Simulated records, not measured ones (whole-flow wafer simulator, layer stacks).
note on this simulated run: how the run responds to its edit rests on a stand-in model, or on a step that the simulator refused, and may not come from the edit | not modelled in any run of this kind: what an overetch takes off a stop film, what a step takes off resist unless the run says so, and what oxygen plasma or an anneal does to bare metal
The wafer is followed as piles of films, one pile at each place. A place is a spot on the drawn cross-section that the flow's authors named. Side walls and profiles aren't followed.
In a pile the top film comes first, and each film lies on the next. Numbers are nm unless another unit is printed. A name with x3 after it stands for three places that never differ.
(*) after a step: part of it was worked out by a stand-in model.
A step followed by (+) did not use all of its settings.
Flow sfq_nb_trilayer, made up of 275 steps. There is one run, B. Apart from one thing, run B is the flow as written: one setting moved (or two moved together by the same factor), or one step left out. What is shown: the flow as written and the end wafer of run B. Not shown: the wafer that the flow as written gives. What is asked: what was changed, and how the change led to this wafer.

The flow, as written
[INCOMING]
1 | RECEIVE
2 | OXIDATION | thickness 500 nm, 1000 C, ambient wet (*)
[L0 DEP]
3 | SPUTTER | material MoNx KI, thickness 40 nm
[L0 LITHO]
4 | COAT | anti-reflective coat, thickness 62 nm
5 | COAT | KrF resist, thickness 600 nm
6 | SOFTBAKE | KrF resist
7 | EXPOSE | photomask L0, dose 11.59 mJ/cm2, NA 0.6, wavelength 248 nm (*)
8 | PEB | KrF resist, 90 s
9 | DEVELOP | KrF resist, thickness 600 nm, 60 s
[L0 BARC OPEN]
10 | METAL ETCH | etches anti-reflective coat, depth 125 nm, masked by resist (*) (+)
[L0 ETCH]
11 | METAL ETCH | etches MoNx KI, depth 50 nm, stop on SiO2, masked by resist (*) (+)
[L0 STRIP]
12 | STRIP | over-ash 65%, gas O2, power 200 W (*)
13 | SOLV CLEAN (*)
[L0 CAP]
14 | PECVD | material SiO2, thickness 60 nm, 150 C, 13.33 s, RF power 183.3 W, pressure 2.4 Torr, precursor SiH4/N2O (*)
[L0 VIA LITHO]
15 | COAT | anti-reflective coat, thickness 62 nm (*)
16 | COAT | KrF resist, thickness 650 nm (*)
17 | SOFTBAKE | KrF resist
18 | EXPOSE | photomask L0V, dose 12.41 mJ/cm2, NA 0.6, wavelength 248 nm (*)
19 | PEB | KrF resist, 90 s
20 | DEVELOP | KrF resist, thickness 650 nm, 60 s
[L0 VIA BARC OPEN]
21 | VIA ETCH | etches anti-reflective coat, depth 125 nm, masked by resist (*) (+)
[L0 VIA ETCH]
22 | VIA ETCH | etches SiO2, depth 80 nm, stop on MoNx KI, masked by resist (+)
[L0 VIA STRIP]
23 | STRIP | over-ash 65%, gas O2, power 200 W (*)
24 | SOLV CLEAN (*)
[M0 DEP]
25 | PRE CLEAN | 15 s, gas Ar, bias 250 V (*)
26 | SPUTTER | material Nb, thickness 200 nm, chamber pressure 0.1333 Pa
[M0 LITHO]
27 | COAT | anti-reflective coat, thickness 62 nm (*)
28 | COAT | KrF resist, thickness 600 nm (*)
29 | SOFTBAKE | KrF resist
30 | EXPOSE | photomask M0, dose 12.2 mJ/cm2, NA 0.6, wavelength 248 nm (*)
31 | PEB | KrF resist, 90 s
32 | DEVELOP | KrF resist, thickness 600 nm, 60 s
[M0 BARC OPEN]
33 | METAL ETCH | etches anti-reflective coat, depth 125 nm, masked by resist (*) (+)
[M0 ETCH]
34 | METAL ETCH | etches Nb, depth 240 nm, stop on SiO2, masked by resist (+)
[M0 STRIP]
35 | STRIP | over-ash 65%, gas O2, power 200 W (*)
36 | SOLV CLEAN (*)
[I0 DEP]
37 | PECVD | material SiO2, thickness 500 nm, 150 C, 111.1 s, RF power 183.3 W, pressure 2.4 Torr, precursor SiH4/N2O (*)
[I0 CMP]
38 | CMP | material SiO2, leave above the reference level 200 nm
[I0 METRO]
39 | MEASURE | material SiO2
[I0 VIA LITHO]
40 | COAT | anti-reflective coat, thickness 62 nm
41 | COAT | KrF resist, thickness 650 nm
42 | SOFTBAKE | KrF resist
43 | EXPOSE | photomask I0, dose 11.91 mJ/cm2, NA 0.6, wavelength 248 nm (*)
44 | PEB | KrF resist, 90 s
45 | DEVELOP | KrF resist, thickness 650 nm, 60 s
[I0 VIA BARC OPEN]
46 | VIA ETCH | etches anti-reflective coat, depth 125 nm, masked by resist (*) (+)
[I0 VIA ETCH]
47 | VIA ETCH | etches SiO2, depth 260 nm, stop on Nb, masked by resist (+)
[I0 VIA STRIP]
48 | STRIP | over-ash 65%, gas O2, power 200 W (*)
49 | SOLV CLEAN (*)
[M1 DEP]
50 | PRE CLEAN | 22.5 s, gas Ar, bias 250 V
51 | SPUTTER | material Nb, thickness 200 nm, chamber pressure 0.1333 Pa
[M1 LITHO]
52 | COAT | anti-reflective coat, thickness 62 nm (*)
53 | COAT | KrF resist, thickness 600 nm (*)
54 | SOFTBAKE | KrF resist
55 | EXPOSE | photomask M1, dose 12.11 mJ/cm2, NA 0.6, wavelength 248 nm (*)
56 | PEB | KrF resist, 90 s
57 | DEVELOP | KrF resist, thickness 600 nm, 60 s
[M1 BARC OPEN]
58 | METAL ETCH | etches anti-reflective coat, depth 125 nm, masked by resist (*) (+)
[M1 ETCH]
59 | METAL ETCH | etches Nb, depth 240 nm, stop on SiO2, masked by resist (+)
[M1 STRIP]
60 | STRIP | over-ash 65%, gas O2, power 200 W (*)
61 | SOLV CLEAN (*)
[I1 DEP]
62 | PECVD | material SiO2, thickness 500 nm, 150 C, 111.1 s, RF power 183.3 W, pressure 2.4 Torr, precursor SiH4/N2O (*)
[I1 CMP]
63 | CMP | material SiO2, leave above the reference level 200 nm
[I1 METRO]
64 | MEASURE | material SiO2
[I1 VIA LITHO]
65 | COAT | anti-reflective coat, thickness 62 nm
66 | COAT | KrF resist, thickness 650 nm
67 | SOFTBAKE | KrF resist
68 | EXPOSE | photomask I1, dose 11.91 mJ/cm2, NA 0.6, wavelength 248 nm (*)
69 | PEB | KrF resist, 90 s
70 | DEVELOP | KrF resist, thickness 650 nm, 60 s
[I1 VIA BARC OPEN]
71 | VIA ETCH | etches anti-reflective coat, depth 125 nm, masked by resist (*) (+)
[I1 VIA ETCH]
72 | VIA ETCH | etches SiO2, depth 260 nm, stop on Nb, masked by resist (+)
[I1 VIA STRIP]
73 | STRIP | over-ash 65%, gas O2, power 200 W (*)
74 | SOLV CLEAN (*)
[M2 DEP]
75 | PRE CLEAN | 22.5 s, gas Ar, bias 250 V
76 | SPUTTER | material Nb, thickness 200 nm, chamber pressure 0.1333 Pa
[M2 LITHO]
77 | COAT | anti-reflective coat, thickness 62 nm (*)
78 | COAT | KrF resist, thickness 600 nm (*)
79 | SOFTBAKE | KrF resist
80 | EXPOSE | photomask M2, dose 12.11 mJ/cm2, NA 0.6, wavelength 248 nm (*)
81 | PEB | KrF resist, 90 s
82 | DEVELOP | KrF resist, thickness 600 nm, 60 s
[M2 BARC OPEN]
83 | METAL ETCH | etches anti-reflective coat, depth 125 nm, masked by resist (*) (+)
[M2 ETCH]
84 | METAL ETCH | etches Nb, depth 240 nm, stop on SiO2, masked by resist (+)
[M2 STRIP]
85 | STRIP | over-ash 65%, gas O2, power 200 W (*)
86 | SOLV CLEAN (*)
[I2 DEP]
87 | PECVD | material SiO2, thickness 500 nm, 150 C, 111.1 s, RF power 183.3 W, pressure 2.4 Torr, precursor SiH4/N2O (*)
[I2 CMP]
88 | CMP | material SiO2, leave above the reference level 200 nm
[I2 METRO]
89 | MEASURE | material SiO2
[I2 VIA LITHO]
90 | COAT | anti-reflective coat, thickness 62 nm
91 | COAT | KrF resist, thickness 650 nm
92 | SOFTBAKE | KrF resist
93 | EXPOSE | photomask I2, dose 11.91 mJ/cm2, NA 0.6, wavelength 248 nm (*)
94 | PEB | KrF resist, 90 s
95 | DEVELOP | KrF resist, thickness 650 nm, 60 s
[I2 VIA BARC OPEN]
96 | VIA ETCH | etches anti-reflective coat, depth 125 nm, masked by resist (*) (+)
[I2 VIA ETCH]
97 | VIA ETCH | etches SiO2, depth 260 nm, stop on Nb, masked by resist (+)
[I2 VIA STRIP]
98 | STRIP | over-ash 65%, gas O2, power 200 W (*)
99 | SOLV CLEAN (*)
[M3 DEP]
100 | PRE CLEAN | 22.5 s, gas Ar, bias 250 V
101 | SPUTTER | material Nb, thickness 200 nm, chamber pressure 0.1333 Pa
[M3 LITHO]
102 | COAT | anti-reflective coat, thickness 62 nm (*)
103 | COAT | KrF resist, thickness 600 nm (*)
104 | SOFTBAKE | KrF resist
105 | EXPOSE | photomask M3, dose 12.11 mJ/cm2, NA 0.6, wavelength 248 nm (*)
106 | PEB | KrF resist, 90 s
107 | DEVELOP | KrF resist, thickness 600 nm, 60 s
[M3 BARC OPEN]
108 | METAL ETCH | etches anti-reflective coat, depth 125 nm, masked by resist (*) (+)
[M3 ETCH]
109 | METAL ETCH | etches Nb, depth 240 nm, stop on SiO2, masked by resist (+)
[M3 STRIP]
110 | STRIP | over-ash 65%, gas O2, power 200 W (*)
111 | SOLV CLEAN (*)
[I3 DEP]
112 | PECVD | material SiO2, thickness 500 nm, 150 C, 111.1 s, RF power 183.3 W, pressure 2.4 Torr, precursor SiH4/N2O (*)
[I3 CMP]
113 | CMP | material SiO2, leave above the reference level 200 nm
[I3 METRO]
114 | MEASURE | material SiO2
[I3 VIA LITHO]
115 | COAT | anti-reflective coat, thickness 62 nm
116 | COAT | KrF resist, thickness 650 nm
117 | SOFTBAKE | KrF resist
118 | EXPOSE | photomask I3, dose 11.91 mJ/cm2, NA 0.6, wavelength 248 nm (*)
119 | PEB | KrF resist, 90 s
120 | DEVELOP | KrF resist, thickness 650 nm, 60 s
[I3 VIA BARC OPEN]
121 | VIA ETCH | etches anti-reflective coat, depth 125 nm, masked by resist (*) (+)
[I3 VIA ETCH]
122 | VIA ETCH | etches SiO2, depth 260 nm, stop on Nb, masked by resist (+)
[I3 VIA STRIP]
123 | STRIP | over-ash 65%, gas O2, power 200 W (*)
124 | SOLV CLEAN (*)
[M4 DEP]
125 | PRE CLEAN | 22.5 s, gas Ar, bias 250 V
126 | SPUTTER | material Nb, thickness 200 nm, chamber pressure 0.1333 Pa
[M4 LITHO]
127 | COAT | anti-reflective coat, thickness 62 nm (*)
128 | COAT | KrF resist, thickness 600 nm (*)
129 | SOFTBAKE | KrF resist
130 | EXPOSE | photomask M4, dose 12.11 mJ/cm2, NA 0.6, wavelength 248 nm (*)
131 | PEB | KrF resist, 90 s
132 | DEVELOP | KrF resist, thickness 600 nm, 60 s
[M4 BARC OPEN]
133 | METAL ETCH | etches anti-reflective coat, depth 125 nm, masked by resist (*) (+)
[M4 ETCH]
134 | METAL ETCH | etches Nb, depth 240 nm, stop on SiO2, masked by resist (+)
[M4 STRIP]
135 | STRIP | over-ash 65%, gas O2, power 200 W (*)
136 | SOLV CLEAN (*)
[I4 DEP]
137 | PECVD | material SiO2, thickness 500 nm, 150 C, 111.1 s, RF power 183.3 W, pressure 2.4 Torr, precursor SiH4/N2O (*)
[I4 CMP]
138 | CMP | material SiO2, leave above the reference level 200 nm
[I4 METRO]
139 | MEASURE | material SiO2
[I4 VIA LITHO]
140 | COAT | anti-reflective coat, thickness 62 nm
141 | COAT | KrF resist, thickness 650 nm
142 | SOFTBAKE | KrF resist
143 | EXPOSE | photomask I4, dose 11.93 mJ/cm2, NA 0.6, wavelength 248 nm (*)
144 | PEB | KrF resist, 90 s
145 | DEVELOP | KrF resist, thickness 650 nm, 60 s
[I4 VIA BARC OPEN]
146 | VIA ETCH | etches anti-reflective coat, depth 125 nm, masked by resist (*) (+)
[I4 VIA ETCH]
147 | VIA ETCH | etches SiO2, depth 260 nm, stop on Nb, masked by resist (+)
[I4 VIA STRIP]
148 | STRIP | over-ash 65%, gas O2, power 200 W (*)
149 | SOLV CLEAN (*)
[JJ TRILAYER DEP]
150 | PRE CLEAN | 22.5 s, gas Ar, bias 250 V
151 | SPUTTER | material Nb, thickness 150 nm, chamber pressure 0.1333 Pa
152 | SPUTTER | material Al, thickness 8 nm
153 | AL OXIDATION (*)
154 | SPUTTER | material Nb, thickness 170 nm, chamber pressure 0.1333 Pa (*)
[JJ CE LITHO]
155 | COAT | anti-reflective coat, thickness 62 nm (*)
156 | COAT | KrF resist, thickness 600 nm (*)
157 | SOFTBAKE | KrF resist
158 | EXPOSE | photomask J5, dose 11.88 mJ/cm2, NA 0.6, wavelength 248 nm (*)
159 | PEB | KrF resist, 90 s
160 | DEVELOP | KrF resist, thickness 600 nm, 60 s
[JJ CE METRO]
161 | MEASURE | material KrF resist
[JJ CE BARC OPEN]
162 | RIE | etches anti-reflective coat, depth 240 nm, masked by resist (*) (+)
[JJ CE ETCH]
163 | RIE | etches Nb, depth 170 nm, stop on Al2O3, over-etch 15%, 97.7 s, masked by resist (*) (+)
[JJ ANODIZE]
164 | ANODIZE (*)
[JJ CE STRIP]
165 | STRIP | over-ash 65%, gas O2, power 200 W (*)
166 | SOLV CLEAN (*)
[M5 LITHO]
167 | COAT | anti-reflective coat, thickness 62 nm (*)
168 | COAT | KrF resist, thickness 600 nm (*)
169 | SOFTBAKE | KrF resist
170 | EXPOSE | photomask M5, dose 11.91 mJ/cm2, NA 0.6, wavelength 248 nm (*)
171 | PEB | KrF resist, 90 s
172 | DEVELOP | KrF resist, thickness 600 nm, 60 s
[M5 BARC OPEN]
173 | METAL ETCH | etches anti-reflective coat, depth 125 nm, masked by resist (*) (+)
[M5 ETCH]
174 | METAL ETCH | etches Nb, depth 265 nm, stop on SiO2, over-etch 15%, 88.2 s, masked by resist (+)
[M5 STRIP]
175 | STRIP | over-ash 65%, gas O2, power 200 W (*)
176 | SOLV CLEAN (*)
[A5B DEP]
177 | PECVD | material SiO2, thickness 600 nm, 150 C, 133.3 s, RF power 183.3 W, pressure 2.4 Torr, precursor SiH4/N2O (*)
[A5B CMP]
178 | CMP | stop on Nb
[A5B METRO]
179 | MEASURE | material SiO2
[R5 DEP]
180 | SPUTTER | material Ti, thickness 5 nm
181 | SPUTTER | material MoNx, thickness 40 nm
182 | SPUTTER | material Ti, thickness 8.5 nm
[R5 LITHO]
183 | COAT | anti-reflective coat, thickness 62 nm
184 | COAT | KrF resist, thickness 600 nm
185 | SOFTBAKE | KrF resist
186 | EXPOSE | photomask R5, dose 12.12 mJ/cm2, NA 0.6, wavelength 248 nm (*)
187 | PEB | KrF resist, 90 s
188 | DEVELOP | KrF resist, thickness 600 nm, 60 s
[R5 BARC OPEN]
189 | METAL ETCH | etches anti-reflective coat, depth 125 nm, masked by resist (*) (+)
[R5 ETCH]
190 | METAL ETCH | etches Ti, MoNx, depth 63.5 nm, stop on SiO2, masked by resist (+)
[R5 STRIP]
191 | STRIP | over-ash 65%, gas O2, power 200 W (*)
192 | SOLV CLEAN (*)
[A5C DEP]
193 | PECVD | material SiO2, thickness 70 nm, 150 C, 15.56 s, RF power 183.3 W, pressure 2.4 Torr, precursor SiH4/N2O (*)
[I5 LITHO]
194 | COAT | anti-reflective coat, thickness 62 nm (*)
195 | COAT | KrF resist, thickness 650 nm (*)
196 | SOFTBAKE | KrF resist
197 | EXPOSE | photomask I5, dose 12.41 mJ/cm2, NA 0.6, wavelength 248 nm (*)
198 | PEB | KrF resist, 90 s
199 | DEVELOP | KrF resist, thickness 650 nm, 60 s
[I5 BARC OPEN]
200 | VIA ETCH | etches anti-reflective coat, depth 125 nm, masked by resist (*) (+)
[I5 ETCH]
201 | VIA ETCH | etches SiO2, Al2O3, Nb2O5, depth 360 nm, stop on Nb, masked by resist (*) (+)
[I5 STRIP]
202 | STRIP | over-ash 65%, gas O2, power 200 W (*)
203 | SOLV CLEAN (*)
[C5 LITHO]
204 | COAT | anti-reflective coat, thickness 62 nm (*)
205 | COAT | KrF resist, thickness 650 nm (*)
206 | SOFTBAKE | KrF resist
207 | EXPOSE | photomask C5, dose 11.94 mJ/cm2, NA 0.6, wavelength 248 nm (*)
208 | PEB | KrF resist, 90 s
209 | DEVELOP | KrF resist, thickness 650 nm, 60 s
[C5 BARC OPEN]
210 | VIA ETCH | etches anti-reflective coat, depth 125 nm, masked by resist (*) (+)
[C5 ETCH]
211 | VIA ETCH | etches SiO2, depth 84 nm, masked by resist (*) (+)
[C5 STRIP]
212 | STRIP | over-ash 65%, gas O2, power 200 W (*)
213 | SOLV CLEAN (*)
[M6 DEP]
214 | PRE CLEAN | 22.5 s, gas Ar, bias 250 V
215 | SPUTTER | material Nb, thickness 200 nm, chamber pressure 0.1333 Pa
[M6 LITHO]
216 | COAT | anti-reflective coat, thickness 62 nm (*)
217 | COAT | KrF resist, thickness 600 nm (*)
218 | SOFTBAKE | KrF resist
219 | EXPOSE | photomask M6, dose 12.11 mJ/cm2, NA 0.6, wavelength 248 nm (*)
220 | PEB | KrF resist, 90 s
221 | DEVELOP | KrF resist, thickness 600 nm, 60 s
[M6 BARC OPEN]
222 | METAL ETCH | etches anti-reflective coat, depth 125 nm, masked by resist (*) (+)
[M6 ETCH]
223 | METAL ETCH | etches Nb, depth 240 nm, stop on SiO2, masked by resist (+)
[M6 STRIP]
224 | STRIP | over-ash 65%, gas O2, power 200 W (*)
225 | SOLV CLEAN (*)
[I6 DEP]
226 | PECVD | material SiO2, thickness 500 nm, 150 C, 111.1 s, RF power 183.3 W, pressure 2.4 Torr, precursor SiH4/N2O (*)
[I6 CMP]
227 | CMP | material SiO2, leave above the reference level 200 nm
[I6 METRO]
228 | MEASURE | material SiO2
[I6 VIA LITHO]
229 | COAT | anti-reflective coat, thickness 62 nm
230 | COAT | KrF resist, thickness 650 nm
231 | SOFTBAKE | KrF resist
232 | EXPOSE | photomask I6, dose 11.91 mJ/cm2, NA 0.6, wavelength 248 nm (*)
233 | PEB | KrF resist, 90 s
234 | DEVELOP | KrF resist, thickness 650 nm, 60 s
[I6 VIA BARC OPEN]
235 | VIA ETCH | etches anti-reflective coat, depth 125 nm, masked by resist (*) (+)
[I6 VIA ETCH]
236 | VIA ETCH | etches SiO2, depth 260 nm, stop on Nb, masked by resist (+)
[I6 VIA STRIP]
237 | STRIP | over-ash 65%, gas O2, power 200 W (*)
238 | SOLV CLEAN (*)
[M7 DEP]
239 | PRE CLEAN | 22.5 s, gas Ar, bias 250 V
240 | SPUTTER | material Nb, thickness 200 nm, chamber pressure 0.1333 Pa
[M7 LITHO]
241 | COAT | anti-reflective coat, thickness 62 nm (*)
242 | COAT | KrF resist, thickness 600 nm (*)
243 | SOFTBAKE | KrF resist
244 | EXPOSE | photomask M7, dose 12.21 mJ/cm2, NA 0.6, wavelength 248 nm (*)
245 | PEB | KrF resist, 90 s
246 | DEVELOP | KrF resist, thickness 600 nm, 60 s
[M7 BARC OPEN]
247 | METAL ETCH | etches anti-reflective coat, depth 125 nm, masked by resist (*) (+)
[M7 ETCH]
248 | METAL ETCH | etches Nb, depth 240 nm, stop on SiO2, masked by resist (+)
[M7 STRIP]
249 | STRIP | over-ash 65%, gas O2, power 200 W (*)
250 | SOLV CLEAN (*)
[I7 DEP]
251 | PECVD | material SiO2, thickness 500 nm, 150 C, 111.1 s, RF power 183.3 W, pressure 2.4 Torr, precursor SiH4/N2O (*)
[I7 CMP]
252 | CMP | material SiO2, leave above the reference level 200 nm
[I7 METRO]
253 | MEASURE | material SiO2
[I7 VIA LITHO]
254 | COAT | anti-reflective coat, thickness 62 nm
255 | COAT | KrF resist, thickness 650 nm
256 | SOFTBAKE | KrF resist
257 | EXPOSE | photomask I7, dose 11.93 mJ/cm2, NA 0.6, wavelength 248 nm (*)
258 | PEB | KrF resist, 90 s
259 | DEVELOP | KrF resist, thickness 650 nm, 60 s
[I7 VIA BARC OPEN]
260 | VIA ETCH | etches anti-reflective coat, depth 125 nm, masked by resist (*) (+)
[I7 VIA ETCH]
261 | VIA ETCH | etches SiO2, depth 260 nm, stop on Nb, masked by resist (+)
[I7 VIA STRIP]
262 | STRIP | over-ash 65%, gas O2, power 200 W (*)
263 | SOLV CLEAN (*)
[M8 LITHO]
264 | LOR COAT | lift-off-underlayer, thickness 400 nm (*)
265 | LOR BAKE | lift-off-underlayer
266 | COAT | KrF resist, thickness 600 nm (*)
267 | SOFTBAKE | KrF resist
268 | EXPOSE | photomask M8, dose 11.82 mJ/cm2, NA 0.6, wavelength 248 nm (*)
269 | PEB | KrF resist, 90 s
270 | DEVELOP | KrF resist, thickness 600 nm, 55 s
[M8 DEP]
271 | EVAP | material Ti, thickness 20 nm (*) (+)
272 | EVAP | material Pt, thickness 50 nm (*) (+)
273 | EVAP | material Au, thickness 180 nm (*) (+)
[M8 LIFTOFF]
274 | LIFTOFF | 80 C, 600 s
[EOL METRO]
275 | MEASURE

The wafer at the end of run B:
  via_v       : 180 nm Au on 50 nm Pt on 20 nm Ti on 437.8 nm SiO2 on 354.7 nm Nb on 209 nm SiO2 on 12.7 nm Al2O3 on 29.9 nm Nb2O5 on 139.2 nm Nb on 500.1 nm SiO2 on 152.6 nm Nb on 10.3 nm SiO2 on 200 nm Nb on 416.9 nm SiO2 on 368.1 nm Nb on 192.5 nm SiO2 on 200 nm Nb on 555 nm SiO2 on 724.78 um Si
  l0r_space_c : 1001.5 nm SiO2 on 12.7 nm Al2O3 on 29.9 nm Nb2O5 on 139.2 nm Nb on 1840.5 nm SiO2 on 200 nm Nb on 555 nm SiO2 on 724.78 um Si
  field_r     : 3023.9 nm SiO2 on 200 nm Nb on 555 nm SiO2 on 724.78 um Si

Cause: step 113, CMP: leave above the reference level 278 nm was run, whereas the flow has leave above the reference level 200 nm.

How this came from the change, step by step:
  113 | CMP | material SiO2, leave above the reference level 200 nm
      field_l, be, be_sur and 64 more: SiO2 loses 22 (in the flow as written it would be: SiO2 loses 100)
      v_sur, via_wl, via_wr and 27 more: SiO2 loses 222 (in the flow as written it would be: SiO2 loses 300)
      (also at 9 further places)
  122 | VIA ETCH | etches SiO2, depth 260 nm, stop on Nb, masked by resist (+)
      via_v: SiO2 loses 260 (in the flow as written it would be: SiO2 loses 199.8 (all of it))
  125 | PRE CLEAN | 22.5 s, gas Ar, bias 250 V
      via_v: SiO2 loses 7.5 (in the flow as written it would be: Nb loses 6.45)
  126 | SPUTTER | material Nb, thickness 200 nm, chamber pressure 0.1333 Pa
      via_v: Nb gains 152.6 (new film) (in the flow as written it would be: Nb gains 165.5)
  127 | COAT | anti-reflective coat, thickness 62 nm (*)
      via_sp: anti-reflective coat gains 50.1 (new film) (in the flow as written it would be: anti-reflective coat gains 53 (new film))
      via_v: anti-reflective coat gains 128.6 (new film) (in the flow as written it would be: anti-reflective coat gains 124.8 (new film))
      (also at 1 further place)
  128 | COAT | KrF resist, thickness 600 nm (*)
      via_v: KrF resist gains 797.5 (new film) (in the flow as written it would be: KrF resist gains 739.8 (new film))
  135 | STRIP | over-ash 65%, gas O2, power 200 W (*)
      via_sp: KrF resist loses 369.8 (all of it), anti-reflective coat loses 50.1 (all of it) (in the flow as written it would be: KrF resist loses 373.9 (all of it), anti-reflective coat loses 53 (all of it))
      via_v: KrF resist loses 579.3 (all of it), anti-reflective coat loses 128.6 (all of it) (in the flow as written it would be: KrF resist loses 521.8 (all of it), anti-reflective coat loses 124.8 (all of it))
      (also at 1 further place)
  137 | PECVD | material SiO2, thickness 500 nm, 150 C, 111.1 s, RF power 183.3 W, pressure 2.4 Torr, precursor SiH4/N2O (*)
      via_v: SiO2 gains 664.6 (new film) (in the flow as written it would be: SiO2 gains 615 (new film))
  138 | CMP | material SiO2, leave above the reference level 200 nm
      via_v: SiO2 loses 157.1 (in the flow as written it would be: SiO2 loses 181.6)
Taking metal films that touch as one body, via_v has 7 bodies (between them, from the top down: SiO2 437.8; SiO2 209 / Al2O3 12.7 / Nb2O5 29.9; SiO2 500.1; SiO2 10.3; SiO2 416.9; SiO2 192.5); the flow as written gives 6 bodies (between them, from the top down: SiO2 437.8; SiO2 209 / Al2O3 12.7 / Nb2O5 29.9; SiO2 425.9; SiO2 416.9; SiO2 192.5).
